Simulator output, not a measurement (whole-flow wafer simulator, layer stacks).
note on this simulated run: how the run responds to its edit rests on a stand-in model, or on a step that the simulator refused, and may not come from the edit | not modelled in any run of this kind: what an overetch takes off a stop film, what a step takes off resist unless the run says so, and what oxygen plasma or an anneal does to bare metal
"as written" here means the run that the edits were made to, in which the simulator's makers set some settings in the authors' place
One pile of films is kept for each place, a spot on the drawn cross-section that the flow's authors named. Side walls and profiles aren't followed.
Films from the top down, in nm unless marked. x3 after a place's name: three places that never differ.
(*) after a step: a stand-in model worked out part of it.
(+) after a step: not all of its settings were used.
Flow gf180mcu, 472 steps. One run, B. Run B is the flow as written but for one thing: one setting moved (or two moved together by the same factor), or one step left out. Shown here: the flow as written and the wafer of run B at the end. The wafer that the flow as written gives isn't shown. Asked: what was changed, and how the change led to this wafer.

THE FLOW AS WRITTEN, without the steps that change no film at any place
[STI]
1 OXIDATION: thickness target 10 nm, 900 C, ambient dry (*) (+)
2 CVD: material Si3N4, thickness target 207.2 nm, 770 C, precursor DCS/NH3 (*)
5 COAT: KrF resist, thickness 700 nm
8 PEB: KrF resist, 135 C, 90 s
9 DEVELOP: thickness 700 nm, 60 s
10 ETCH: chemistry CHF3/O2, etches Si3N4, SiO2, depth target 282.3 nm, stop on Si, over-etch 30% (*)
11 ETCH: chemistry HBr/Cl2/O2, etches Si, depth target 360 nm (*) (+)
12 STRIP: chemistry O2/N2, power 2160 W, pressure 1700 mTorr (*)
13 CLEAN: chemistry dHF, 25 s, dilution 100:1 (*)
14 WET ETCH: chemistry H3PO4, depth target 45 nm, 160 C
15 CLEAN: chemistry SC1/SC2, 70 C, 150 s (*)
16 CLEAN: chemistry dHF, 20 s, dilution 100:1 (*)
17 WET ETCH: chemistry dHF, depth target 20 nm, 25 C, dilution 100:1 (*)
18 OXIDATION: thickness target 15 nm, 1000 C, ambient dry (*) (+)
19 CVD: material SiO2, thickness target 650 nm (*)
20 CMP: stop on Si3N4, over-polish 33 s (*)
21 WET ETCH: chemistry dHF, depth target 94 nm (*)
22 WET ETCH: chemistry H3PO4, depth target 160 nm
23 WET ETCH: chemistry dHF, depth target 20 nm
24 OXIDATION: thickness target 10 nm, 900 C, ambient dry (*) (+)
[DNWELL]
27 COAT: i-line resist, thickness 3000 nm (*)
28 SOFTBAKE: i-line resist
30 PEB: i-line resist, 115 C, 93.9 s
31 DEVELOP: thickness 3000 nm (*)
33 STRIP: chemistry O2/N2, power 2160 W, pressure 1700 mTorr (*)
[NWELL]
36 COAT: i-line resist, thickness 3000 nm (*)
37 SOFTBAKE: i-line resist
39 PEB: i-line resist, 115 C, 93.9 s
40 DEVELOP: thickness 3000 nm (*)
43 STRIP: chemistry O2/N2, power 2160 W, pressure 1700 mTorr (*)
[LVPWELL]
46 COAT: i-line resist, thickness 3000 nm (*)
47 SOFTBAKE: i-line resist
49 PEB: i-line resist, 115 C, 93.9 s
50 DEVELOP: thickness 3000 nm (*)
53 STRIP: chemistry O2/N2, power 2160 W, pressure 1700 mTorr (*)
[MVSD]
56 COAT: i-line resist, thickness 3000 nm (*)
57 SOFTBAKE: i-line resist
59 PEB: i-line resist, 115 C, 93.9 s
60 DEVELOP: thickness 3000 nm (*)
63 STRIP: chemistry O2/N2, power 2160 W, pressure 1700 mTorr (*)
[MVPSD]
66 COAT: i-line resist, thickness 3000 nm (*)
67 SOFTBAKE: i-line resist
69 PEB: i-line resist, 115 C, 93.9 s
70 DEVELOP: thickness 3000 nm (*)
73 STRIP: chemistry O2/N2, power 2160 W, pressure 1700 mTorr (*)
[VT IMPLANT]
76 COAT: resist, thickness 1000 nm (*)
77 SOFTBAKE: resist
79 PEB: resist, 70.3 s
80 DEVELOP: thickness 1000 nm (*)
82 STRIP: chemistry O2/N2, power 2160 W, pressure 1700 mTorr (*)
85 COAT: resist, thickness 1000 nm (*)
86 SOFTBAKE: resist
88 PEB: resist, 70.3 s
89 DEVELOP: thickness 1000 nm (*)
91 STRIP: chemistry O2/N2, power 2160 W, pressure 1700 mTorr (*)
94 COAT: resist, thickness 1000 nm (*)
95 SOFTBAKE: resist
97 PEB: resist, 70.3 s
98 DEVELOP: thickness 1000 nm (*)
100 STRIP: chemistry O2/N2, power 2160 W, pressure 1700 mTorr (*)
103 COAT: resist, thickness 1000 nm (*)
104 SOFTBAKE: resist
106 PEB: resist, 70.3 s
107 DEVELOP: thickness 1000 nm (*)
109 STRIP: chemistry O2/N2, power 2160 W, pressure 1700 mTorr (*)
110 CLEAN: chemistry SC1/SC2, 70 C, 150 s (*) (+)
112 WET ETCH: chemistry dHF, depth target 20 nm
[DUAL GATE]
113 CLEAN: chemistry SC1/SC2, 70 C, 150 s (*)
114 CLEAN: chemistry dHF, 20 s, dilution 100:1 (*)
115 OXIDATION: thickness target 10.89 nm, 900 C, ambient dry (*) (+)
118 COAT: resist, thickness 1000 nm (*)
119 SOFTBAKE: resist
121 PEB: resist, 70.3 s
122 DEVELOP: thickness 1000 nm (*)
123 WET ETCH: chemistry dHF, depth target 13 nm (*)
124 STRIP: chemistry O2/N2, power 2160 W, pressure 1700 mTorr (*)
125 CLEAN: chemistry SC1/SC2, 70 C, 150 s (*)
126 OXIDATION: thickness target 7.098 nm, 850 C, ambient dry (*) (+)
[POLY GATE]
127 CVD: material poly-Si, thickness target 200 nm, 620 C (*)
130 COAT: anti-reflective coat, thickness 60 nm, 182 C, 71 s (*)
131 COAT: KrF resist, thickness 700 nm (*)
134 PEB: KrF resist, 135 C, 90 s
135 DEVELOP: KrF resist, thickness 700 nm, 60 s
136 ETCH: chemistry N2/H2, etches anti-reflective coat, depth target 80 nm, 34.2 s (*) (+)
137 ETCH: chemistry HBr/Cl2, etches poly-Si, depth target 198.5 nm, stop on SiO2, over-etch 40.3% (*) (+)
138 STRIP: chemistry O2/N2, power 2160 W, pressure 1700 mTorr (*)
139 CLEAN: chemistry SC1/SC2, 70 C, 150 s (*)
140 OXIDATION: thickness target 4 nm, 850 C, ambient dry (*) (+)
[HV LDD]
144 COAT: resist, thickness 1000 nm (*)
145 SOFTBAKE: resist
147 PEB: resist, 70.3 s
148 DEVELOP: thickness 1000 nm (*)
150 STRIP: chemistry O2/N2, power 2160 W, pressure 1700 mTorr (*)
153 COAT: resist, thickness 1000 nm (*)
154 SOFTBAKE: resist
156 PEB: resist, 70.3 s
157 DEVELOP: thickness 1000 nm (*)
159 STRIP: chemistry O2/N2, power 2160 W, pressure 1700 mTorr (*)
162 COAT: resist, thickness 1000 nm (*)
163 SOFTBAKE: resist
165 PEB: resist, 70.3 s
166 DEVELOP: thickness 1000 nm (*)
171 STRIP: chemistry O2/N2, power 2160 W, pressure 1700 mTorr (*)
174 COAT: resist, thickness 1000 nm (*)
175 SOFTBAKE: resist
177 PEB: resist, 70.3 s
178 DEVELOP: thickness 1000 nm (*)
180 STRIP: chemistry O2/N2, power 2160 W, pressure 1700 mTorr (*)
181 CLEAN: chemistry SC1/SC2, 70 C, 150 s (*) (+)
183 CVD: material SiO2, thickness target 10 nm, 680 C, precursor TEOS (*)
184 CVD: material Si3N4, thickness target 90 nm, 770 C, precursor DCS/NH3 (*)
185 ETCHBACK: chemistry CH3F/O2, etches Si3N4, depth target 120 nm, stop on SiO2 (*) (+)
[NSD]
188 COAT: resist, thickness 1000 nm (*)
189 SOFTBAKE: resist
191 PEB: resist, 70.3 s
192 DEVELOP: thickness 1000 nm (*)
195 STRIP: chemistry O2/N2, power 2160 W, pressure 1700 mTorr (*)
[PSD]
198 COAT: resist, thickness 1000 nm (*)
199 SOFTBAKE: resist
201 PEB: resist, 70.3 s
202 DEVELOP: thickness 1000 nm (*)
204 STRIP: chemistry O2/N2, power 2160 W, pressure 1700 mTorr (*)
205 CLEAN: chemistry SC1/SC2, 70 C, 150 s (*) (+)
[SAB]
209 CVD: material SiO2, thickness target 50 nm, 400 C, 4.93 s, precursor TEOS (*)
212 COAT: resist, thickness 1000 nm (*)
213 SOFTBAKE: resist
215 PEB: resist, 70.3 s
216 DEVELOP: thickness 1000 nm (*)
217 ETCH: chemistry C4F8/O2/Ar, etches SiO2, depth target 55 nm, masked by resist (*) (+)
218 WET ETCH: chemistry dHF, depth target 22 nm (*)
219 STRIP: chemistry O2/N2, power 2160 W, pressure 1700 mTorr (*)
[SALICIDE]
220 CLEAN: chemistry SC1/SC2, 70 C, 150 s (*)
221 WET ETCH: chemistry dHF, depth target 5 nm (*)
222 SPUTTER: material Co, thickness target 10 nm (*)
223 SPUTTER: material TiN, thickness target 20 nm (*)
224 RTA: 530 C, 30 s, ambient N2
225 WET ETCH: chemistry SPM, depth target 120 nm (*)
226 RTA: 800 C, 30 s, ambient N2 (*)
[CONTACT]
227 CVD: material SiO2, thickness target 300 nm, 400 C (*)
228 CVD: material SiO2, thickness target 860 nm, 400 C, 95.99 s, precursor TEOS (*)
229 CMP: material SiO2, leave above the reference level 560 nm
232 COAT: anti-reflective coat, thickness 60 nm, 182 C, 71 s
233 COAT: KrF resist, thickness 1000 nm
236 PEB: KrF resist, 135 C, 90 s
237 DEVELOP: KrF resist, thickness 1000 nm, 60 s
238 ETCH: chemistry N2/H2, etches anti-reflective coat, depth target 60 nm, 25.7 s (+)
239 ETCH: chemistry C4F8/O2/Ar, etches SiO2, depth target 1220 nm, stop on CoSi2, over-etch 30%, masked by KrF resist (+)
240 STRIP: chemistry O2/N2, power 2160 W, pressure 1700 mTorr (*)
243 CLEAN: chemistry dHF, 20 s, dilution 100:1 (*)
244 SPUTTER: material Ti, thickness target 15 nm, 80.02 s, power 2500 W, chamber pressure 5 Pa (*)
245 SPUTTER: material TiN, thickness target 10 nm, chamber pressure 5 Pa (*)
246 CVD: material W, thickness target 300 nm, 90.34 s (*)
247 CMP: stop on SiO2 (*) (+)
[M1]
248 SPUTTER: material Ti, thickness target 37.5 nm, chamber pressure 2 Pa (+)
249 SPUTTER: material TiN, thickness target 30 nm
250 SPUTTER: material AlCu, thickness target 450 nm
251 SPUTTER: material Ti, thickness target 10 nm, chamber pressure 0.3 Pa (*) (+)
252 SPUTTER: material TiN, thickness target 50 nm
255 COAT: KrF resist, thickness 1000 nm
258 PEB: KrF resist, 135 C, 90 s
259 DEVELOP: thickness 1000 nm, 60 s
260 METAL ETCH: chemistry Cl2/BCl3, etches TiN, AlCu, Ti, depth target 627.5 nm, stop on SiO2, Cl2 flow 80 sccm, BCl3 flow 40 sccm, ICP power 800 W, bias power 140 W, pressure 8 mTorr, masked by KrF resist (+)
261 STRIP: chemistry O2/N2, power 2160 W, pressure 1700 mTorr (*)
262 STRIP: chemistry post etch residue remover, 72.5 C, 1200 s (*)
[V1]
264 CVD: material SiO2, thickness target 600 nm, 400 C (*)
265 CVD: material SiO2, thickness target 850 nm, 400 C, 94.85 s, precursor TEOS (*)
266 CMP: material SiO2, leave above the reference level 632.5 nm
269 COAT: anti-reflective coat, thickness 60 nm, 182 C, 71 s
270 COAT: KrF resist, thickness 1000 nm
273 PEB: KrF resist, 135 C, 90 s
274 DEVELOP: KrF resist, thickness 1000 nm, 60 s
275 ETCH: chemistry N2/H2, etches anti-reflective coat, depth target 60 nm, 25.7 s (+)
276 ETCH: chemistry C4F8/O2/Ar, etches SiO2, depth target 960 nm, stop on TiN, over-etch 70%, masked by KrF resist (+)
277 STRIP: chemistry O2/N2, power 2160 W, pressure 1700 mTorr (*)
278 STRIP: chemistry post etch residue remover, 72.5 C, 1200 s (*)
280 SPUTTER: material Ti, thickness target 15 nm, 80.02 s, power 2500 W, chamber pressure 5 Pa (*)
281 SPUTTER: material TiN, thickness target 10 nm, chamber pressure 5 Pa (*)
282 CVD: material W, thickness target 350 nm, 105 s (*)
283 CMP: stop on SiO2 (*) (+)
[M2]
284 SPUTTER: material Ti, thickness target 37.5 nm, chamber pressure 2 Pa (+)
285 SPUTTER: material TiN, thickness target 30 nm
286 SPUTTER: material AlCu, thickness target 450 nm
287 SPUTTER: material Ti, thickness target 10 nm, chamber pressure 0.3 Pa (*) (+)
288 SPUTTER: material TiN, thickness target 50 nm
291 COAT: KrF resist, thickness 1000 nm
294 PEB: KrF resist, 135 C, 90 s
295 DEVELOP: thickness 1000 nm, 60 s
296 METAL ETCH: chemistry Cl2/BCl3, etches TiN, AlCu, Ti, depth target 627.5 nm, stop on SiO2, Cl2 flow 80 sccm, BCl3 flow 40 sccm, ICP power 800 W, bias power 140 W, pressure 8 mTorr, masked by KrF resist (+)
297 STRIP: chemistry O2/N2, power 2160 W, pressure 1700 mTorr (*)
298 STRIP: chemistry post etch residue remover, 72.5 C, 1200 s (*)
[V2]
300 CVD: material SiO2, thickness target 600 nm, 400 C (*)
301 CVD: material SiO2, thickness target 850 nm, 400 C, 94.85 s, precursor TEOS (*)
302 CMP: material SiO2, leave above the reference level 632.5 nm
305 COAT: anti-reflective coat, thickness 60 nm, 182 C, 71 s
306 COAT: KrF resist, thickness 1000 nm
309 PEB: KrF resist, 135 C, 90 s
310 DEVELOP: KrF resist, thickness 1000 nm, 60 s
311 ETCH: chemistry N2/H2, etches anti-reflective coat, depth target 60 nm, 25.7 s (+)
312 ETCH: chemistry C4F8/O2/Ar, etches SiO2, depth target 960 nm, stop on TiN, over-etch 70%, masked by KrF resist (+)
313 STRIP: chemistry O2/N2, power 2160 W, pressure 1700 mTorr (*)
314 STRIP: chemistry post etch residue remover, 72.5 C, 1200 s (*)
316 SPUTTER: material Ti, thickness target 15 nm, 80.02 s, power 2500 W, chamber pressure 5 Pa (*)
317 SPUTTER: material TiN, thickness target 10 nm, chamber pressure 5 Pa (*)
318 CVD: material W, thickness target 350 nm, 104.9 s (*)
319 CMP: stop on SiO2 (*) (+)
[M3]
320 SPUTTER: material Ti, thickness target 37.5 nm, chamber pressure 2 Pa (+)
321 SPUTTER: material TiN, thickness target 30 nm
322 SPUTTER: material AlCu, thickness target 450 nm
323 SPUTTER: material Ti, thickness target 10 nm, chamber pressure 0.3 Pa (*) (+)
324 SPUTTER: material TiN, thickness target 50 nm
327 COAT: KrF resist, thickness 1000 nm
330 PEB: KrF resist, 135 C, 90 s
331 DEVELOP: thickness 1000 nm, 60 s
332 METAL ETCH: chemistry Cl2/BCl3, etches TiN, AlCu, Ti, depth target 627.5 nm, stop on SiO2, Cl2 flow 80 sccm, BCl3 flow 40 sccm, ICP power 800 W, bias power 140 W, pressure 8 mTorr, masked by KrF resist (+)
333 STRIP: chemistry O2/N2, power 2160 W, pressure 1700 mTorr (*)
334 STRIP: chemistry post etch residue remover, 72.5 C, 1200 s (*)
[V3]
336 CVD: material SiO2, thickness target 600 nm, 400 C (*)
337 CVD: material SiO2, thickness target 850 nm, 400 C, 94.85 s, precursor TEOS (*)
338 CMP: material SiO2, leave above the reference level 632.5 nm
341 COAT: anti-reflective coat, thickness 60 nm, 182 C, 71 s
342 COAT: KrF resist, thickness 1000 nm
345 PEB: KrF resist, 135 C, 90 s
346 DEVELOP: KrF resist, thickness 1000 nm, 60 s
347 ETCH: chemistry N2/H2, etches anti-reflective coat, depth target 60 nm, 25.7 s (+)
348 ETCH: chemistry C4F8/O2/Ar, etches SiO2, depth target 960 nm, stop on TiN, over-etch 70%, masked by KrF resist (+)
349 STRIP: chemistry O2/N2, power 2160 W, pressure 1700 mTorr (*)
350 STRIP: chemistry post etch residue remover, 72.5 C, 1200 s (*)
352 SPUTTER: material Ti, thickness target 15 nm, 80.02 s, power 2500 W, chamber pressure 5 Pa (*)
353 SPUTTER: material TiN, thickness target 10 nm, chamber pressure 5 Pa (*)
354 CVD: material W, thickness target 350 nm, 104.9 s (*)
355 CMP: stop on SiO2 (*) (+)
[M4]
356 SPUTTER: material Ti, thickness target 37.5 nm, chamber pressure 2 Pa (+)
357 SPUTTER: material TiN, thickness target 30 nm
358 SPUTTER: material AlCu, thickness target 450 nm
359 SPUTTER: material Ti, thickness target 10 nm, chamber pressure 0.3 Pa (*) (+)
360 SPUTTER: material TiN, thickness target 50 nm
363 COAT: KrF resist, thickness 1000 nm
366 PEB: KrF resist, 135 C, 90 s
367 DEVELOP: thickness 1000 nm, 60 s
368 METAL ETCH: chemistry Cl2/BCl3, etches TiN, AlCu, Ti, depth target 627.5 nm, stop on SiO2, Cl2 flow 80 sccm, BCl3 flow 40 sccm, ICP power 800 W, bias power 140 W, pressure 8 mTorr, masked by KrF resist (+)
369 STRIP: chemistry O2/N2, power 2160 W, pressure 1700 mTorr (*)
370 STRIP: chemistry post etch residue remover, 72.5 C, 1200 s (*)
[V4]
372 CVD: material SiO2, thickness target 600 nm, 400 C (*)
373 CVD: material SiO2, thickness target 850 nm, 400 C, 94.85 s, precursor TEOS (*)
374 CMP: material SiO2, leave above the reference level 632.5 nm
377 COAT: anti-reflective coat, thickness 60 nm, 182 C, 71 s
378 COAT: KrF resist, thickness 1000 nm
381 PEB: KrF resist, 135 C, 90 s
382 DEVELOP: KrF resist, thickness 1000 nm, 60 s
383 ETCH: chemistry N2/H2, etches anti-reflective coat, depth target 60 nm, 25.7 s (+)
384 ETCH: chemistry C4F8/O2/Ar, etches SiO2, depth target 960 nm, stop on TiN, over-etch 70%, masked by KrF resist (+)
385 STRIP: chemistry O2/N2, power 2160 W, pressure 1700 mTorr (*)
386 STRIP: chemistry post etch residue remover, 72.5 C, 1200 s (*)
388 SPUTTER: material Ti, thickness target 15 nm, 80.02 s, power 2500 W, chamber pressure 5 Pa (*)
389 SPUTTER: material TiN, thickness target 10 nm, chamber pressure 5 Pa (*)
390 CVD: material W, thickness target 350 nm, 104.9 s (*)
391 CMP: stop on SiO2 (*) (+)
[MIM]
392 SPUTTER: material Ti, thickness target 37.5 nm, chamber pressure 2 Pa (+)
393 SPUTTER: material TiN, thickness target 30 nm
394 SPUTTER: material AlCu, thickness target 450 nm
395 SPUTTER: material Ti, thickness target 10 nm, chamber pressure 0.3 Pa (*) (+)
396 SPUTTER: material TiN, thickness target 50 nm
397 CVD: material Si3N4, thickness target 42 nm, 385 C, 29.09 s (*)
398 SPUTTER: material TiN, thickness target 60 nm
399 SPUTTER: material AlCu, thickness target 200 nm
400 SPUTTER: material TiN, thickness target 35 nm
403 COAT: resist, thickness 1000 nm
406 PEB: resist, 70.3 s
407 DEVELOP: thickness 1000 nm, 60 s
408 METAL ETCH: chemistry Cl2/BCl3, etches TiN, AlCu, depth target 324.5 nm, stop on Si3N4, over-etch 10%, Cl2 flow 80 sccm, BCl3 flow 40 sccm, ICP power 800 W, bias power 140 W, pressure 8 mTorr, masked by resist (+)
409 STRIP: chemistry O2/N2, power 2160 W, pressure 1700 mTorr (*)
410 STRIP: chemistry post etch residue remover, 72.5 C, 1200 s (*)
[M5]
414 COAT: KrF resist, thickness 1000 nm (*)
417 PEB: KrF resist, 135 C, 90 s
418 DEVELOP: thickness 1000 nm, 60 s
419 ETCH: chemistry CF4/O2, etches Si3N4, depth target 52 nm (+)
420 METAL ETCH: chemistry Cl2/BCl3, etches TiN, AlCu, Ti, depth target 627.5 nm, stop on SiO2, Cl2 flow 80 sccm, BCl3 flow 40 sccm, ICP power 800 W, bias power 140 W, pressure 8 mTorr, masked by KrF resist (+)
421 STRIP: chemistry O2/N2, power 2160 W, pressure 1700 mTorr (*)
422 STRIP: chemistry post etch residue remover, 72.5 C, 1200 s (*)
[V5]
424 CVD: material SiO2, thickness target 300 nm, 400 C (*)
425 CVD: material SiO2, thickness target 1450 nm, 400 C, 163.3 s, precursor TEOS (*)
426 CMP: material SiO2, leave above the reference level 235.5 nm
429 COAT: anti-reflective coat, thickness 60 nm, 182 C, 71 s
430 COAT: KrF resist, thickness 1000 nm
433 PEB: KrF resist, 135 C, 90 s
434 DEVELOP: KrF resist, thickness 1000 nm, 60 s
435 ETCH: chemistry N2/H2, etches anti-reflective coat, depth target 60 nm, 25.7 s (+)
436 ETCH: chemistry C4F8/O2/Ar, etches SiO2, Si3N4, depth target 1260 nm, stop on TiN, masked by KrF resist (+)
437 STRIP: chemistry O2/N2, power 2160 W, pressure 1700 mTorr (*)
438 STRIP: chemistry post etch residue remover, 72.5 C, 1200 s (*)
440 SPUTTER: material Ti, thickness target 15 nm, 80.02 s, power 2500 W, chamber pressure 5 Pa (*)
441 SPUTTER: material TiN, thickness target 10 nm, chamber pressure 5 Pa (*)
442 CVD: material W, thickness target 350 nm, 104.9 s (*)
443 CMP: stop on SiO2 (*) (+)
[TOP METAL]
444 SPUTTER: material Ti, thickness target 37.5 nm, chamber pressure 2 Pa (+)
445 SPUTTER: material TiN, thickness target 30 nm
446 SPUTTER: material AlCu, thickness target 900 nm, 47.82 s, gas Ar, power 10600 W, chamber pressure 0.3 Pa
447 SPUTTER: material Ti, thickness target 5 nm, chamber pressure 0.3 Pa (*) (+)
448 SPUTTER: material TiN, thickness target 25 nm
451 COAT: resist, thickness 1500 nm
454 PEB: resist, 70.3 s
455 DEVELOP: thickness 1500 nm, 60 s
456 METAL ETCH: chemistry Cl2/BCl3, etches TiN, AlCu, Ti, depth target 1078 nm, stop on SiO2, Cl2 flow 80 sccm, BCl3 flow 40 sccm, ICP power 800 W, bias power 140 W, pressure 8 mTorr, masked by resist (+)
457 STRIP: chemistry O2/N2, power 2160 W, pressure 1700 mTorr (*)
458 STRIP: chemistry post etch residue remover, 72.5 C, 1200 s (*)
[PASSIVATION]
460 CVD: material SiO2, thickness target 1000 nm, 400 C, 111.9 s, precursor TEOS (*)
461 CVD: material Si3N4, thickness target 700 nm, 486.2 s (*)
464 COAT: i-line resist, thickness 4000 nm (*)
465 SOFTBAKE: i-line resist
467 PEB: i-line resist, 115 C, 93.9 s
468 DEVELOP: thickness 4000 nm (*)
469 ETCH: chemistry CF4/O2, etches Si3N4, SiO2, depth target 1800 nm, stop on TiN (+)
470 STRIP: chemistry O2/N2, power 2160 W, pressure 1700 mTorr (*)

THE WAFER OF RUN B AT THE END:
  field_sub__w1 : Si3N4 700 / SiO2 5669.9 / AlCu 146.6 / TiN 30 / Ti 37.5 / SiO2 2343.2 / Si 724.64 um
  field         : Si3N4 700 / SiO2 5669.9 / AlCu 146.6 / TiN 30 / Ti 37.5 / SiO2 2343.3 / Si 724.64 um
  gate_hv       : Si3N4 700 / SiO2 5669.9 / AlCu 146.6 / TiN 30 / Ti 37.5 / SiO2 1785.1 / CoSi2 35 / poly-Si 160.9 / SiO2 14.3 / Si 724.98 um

The cause: step 296, METAL ETCH: depth target 357.7 nm was run, where the flow has depth target 627.5 nm.

How the change led to this, step by step:
  296 METAL ETCH: chemistry Cl2/BCl3, etches TiN, AlCu, Ti, depth target 627.5 nm, stop on SiO2, Cl2 flow 80 sccm, BCl3 flow 40 sccm, ICP power 800 W, bias power 140 W, pressure 8 mTorr, masked by KrF resist (+)
      field, field__w1, field__w2 and 103 more: TiN -50 (all of it), Ti -10 (all of it), AlCu -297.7 (as written it would be: TiN -50 (all of it), Ti -10 (all of it), AlCu -450 (all of it), TiN -30 (all of it), Ti -37.5 (all of it))
      field__w8, contact, m1, m1__w1, m1_nw: KrF resist -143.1 (as written it would be: KrF resist -251)
  297 STRIP: chemistry O2/N2, power 2160 W, pressure 1700 mTorr (*)
      field__w8, contact, m1, m1__w1, m1_nw: KrF resist -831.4 (all of it) (as written it would be: KrF resist -723.5 (all of it))
  298 STRIP: chemistry post etch residue remover, 72.5 C, 1200 s (*)
      field, field__w1, field__w2 and 103 more: AlCu -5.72 (as written it would be: nothing)
  300 CVD: material SiO2, thickness target 600 nm, 400 C (*)
      field, field__w1, field__w2 and 103 more: SiO2 +600 (new film) (as written it would be: SiO2 +600)
  302 CMP: material SiO2, leave above the reference level 632.5 nm
      field, field__w1, field__w2 and 103 more: SiO2 -514.1 (as written it would be: SiO2 -300)
Counting metal films that touch as one body, field_sub__w1 has 1 body; the flow as written gives 0 bodies.
Counting metal films that touch as one body, field has 1 body; the flow as written gives 0 bodies.
Counting metal films that touch as one body, gate_hv has 2 bodies (between them, from the top down: SiO2 1785.1); the flow as written gives 1 body.
